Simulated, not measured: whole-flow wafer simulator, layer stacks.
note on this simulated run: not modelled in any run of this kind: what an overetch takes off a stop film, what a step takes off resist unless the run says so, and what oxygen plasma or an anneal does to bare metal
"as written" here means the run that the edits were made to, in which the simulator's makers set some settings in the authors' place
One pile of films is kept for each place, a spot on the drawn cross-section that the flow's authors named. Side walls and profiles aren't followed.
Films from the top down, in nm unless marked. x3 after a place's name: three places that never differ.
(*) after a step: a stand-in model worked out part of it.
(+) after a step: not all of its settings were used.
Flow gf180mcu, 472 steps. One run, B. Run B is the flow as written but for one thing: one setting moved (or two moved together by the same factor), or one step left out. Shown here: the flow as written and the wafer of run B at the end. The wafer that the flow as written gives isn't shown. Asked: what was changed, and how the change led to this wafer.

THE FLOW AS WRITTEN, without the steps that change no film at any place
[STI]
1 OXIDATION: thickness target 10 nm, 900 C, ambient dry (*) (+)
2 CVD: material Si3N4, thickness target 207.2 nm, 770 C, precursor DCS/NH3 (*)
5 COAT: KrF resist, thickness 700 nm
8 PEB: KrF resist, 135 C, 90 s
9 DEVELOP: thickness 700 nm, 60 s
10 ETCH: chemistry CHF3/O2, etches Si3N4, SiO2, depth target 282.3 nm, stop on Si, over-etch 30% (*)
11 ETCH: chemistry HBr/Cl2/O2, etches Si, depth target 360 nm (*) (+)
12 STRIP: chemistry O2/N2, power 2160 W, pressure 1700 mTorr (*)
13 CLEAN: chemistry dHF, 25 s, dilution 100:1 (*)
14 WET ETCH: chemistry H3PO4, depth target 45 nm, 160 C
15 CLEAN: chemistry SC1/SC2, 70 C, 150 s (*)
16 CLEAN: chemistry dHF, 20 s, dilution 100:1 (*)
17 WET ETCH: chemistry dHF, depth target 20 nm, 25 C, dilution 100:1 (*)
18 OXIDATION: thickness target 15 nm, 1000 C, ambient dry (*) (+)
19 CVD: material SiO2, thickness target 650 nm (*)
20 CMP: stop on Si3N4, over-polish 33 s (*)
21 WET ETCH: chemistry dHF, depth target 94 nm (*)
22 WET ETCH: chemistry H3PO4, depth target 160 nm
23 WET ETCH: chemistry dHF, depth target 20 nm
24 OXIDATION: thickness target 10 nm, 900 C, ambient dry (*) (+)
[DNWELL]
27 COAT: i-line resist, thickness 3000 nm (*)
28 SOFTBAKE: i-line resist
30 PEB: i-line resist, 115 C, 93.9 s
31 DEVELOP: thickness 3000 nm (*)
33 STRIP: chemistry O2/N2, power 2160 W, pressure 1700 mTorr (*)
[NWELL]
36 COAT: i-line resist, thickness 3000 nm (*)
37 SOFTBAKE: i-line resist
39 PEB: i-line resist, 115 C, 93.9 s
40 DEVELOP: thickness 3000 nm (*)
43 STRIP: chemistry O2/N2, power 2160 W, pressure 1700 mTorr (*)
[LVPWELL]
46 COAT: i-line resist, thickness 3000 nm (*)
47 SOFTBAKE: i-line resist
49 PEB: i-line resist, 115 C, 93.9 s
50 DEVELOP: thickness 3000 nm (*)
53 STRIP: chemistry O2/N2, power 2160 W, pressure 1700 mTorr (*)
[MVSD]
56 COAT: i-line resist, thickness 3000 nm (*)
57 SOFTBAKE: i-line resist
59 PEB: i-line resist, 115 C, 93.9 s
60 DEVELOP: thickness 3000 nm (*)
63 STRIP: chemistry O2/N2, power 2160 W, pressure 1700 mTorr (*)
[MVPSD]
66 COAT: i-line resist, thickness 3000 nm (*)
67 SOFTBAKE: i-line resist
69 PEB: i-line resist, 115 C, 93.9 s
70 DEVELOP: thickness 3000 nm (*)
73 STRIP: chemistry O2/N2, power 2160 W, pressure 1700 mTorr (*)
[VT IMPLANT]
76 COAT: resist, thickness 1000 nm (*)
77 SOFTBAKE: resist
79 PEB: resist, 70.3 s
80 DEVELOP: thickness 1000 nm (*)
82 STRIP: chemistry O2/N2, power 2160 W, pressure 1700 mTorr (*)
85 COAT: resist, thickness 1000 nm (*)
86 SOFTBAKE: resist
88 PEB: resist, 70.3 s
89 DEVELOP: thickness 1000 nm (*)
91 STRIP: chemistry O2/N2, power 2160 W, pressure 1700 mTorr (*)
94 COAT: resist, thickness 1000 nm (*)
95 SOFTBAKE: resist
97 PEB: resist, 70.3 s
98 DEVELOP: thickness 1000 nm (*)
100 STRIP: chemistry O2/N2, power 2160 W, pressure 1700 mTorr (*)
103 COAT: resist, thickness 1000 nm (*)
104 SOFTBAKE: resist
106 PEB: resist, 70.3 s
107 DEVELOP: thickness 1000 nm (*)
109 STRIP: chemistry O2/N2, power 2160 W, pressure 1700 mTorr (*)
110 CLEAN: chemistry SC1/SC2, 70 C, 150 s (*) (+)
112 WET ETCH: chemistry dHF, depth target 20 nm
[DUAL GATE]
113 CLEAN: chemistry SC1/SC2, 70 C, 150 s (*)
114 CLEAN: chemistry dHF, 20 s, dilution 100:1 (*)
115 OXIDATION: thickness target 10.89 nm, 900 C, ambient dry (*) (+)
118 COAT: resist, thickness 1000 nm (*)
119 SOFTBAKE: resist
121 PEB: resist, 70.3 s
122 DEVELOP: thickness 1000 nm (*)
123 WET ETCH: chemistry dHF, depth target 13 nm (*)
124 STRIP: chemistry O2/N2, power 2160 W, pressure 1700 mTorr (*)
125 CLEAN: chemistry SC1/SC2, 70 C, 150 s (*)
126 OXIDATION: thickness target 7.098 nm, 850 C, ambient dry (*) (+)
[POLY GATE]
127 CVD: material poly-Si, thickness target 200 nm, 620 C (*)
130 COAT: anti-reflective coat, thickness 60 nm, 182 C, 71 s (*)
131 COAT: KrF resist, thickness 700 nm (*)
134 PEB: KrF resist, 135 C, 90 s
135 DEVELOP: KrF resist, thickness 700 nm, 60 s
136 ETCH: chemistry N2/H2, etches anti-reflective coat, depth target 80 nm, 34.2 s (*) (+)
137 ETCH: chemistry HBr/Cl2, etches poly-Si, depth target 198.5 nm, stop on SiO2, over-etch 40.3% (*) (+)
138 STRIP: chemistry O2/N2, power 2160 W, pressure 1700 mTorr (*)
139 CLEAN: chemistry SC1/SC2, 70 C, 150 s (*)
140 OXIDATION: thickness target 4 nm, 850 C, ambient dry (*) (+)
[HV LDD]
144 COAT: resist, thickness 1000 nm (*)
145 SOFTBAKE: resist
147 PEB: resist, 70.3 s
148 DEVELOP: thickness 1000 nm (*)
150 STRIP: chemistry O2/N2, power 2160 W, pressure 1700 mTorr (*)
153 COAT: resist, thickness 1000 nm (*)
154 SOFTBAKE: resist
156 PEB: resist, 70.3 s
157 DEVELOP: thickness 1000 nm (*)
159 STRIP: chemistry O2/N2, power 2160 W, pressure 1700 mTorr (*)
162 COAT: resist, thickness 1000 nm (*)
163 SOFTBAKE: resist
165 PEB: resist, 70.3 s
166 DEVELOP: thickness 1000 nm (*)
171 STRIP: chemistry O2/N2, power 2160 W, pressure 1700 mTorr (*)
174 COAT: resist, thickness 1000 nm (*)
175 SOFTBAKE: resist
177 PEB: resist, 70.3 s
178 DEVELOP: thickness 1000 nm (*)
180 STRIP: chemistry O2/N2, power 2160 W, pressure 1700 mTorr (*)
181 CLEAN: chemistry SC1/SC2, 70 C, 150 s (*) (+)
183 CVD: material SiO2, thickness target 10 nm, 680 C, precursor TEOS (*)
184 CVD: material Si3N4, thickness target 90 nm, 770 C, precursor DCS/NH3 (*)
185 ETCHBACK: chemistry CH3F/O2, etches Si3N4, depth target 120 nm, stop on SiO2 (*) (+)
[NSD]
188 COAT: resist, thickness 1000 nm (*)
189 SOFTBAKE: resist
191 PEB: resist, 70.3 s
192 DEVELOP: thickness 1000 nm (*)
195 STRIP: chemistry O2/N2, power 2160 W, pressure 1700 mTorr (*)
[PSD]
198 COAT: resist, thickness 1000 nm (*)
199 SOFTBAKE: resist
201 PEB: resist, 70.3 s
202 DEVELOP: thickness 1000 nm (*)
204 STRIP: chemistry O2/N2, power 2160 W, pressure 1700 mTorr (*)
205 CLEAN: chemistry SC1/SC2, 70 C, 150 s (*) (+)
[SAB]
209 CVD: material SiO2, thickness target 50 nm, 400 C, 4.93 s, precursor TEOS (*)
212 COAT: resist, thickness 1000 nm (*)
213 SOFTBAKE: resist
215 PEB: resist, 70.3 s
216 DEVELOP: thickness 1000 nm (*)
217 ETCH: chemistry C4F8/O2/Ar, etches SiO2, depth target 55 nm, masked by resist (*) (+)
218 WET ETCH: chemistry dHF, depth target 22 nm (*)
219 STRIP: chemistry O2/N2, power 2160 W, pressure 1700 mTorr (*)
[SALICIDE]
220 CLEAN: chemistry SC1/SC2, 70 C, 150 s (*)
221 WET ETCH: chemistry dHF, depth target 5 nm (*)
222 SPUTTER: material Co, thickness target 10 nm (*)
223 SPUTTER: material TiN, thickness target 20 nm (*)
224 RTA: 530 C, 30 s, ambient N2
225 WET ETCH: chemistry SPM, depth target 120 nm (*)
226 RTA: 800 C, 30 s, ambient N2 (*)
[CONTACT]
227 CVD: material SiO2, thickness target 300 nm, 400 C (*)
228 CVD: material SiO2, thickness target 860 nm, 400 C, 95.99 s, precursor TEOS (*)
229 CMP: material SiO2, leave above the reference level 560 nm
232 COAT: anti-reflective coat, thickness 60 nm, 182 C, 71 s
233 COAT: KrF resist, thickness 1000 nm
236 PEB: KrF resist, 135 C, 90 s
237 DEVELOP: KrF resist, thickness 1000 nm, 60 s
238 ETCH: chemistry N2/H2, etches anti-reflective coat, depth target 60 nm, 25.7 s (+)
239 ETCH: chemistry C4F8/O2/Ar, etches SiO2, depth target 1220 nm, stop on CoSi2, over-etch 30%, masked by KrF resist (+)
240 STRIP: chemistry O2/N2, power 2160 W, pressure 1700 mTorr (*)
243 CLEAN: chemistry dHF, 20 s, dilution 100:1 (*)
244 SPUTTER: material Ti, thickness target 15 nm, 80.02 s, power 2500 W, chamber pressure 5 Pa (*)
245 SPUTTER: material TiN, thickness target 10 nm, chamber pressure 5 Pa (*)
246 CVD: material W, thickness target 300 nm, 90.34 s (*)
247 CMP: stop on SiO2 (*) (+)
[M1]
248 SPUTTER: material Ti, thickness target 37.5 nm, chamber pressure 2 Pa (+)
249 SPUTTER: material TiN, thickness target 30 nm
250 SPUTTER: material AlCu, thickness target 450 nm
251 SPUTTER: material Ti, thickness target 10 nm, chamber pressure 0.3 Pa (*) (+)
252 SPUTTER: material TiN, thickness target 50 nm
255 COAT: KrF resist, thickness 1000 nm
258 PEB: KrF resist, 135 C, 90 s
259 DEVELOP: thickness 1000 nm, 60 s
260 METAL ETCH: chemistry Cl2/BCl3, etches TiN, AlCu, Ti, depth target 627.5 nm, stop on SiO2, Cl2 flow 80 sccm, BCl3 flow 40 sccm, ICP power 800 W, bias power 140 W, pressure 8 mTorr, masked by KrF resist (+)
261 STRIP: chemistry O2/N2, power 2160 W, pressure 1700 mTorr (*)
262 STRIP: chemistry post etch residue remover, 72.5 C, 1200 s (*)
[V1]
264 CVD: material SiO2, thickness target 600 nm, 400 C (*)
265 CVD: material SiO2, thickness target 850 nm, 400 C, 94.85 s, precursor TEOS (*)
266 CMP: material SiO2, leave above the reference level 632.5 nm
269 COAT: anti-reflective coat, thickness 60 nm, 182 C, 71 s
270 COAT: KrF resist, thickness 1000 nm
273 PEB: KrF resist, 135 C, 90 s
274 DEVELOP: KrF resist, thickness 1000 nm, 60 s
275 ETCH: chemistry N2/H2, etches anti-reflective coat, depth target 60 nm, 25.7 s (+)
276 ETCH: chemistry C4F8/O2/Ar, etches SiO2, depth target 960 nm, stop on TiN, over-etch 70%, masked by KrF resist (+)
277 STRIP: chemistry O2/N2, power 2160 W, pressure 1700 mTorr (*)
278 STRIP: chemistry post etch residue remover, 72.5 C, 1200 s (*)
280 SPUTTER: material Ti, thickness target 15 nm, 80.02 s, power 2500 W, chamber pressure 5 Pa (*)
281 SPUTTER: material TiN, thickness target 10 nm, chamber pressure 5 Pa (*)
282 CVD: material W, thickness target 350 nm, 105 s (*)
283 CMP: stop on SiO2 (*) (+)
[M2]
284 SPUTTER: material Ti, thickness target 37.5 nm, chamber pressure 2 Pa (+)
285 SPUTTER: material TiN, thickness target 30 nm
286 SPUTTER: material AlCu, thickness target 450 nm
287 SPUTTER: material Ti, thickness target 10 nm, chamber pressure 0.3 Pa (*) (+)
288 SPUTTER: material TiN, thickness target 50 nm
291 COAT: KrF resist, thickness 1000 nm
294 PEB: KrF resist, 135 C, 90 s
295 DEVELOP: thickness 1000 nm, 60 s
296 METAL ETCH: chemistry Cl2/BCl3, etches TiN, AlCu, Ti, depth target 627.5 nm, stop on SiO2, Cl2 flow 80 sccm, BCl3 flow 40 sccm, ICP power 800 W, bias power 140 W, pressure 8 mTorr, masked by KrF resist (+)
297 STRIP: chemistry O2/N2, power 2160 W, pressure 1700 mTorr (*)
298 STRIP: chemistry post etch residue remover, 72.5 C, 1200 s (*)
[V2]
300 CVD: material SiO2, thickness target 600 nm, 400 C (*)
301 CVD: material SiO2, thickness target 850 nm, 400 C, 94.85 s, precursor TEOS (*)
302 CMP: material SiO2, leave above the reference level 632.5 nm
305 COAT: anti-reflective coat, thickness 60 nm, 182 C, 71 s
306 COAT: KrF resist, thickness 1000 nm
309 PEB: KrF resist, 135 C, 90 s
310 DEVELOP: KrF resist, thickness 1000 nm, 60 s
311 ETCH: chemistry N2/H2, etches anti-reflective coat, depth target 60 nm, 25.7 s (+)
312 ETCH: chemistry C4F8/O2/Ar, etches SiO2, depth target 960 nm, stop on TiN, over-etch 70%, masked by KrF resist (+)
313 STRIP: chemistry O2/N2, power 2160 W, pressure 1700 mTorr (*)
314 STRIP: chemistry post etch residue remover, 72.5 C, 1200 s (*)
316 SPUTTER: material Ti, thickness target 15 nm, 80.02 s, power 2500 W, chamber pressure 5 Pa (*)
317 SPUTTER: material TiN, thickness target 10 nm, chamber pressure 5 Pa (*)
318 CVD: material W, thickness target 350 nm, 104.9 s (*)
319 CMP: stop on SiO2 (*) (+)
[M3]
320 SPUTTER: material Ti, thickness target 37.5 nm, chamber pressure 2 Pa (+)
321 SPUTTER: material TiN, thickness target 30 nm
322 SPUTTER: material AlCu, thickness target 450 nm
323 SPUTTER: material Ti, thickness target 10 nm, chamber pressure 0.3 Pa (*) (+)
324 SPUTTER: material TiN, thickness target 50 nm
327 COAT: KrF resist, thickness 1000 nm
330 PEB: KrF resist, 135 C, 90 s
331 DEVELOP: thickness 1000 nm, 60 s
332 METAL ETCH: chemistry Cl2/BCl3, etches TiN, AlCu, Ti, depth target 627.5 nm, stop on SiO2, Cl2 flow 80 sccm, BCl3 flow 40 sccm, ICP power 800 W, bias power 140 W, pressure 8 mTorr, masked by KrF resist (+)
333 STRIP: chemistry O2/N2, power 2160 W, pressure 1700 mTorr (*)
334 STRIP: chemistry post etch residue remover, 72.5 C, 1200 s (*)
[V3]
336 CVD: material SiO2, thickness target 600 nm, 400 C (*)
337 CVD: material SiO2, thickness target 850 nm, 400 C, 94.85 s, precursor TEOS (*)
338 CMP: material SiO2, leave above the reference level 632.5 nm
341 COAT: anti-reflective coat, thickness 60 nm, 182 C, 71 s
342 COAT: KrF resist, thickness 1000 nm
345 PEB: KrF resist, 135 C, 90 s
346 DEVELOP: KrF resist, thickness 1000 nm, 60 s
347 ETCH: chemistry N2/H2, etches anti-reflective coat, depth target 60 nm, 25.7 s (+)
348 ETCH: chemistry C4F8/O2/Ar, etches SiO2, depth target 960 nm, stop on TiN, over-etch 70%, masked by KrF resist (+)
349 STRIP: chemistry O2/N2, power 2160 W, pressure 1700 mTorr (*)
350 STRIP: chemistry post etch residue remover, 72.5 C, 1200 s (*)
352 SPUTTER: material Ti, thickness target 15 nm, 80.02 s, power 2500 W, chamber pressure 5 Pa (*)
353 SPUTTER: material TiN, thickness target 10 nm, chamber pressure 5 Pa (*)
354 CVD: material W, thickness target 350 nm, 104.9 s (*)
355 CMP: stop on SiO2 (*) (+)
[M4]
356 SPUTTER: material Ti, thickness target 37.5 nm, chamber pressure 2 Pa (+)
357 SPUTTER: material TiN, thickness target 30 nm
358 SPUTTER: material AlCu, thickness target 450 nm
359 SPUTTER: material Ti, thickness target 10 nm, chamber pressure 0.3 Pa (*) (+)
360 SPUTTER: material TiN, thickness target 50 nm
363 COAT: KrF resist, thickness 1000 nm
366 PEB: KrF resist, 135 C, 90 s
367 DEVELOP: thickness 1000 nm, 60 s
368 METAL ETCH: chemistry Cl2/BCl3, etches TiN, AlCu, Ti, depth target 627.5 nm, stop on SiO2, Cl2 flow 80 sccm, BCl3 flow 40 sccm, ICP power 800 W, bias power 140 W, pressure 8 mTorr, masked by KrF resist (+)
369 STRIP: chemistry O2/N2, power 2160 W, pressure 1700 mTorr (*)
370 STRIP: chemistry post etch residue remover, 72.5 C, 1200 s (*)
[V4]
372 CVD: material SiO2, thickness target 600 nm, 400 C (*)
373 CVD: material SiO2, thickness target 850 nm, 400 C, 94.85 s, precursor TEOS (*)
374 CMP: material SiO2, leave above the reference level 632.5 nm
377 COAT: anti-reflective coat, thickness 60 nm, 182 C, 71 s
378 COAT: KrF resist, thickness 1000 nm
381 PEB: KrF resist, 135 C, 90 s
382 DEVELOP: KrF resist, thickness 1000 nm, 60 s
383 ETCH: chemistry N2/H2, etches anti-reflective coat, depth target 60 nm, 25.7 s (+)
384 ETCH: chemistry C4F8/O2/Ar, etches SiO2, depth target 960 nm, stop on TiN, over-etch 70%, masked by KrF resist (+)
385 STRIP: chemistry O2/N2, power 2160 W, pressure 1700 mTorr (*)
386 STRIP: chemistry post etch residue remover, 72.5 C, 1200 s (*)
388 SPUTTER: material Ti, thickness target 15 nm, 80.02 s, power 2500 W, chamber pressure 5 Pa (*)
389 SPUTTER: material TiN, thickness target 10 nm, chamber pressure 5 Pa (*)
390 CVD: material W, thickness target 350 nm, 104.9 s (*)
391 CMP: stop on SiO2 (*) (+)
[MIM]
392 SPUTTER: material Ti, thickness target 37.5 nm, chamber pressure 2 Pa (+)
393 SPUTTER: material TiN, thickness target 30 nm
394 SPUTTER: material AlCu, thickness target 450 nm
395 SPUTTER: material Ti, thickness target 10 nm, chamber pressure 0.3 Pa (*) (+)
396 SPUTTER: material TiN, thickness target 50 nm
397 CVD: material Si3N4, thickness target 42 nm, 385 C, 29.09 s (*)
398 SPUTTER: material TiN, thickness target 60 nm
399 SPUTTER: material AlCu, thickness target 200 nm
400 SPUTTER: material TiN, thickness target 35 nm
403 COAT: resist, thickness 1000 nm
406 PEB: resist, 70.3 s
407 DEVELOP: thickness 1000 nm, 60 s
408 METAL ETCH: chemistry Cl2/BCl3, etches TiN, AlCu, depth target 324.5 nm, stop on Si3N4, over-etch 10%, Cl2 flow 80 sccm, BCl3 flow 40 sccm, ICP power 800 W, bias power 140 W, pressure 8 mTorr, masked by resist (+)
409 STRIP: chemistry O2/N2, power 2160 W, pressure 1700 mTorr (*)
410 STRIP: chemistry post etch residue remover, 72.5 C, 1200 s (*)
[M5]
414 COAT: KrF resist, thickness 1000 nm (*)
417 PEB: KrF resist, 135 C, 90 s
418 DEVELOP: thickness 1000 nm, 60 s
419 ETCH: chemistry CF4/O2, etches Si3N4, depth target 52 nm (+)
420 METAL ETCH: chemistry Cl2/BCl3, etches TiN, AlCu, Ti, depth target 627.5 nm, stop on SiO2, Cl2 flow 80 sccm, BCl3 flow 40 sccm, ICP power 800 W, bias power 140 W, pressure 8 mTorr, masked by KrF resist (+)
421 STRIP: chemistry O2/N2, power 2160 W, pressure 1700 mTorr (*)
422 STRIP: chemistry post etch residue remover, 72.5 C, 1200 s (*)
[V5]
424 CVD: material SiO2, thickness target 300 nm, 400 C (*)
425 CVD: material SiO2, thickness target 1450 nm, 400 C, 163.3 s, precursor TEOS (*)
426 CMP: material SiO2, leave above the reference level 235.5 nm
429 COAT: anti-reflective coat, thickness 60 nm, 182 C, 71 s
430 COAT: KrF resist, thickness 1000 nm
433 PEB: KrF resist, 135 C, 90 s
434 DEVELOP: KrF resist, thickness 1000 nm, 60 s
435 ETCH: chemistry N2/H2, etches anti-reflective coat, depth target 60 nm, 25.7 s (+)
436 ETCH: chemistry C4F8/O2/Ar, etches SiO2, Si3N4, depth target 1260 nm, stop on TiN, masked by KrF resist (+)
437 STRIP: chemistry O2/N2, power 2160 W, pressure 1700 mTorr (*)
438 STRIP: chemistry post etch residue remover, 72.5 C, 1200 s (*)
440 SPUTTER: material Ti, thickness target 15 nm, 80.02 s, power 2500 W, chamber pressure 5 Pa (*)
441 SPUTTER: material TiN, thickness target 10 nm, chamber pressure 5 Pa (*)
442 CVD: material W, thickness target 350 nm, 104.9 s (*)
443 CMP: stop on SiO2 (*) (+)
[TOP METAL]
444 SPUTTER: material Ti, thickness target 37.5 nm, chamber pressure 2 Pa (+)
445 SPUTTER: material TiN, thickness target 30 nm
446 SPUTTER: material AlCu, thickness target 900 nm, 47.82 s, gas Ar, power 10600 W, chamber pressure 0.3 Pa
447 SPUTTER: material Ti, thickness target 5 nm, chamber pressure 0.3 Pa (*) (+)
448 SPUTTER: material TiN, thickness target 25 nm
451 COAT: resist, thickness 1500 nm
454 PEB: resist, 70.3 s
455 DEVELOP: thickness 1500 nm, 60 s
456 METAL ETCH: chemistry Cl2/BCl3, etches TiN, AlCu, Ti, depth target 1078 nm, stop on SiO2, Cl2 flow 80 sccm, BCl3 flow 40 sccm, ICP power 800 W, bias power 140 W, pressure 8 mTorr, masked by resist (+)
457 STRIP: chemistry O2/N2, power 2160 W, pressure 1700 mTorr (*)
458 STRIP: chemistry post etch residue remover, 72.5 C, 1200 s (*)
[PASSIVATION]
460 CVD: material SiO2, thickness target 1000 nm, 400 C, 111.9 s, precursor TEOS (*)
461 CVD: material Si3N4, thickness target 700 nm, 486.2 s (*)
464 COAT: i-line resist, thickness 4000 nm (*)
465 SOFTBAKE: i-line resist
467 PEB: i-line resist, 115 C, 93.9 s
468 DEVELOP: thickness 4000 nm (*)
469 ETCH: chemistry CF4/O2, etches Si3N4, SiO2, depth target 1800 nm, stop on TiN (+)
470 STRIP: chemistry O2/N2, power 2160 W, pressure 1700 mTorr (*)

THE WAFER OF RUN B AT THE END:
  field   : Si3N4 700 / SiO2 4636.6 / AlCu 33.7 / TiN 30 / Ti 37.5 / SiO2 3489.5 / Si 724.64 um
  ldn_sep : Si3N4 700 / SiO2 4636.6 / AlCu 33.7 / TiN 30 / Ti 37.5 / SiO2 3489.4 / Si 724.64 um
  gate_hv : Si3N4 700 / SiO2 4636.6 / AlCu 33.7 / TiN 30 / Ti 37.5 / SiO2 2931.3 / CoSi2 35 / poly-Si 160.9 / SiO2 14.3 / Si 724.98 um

The cause: step 332, METAL ETCH: depth target 470.6 nm was run, where the flow has depth target 627.5 nm.

How the change led to this, step by step:
  332 METAL ETCH: chemistry Cl2/BCl3, etches TiN, AlCu, Ti, depth target 627.5 nm, stop on SiO2, Cl2 flow 80 sccm, BCl3 flow 40 sccm, ICP power 800 W, bias power 140 W, pressure 8 mTorr, masked by KrF resist (+)
      field, field__w1, field__w2 and 103 more: TiN -50 (all of it), Ti -10 (all of it), AlCu -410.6 (as written it would be: TiN -50 (all of it), Ti -10 (all of it), AlCu -450 (all of it), TiN -30 (all of it), Ti -37.5 (all of it))
      field__w8, contact, m1, m1__w1, m1_nw: KrF resist -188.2 (as written it would be: KrF resist -251)
  333 STRIP: chemistry O2/N2, power 2160 W, pressure 1700 mTorr (*)
      field__w8, contact, m1, m1__w1, m1_nw: KrF resist -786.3 (all of it) (as written it would be: KrF resist -723.5 (all of it))
  334 STRIP: chemistry post etch residue remover, 72.5 C, 1200 s (*)
      field, field__w1, field__w2 and 103 more: AlCu -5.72 (as written it would be: nothing)
  336 CVD: material SiO2, thickness target 600 nm, 400 C (*)
      field, field__w1, field__w2 and 103 more: SiO2 +600 (new film) (as written it would be: SiO2 +600)
  338 CMP: material SiO2, leave above the reference level 632.5 nm
      field, field__w1, field__w2 and 103 more: SiO2 -401.2 (as written it would be: SiO2 -300)
Counting metal films that touch as one body, field has 1 body; the flow as written gives 0 bodies.
Counting metal films that touch as one body, ldn_sep has 1 body; the flow as written gives 0 bodies.
Counting metal films that touch as one body, gate_hv has 2 bodies (between them, from the top down: SiO2 2931.3); the flow as written gives 1 body.
